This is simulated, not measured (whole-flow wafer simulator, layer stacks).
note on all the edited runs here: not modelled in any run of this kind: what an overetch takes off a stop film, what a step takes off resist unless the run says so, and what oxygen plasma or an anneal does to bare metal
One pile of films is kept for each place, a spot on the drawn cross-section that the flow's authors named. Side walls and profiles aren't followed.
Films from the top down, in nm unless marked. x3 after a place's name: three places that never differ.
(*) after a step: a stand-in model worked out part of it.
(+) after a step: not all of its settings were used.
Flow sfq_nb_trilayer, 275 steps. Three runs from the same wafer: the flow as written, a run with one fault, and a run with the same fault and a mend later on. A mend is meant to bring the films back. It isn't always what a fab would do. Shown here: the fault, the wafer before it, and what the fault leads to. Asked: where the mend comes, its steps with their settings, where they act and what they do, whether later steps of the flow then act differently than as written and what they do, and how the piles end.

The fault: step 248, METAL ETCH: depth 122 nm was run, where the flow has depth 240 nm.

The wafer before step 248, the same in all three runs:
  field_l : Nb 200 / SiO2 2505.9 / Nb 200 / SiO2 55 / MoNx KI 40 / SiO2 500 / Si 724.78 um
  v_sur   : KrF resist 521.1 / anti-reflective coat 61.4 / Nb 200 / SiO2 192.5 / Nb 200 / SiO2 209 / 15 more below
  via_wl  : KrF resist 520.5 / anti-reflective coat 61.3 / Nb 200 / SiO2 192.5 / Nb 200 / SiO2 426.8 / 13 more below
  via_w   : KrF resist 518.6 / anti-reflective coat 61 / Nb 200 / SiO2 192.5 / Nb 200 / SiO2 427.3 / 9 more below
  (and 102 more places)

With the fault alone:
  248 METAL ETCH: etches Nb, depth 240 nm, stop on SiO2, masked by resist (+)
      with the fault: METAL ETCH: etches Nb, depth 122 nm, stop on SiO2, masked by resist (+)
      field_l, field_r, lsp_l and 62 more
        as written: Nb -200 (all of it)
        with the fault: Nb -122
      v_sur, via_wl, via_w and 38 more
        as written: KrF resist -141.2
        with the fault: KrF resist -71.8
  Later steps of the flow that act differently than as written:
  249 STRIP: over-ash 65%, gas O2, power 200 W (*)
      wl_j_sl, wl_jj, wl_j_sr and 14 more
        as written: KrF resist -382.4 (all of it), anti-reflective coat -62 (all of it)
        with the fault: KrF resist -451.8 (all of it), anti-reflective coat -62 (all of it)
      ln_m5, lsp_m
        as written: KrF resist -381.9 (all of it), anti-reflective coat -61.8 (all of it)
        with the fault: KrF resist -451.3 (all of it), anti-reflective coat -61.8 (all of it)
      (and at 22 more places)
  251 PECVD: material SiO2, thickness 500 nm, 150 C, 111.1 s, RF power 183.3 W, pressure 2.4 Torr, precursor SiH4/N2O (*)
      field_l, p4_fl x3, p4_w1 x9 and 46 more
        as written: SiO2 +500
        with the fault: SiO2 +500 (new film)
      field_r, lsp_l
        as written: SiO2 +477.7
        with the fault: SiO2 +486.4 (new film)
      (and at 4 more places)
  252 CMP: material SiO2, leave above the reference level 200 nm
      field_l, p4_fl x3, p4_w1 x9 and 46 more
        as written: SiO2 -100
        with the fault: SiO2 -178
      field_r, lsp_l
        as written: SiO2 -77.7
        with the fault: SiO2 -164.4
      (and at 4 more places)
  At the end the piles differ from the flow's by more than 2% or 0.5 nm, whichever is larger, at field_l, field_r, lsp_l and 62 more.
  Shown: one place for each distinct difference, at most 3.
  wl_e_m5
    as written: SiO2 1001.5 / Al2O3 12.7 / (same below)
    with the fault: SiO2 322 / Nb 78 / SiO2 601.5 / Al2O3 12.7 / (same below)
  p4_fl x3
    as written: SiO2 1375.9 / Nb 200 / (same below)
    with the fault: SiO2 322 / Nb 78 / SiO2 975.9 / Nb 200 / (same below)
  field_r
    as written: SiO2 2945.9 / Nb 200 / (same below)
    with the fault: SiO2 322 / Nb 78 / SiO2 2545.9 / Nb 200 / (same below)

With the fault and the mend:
  The mend comes after step 248.
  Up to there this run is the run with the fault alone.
  248a METAL ETCH: etches Nb, depth 118 nm, stop on SiO2, masked by resist (+) (the flow's step 248 once more, with other settings)
      field_l, field_r, lsp_l and 62 more
        Nb -78 (all of it)
      v_sur, via_wl, via_w and 38 more
        KrF resist -68.8
  No later step of the flow acts differently than as written, at any place that is followed, by more than 2% or 0.5 nm, whichever is larger.
  At the end the piles are the same as the flow's at every place that both follow.
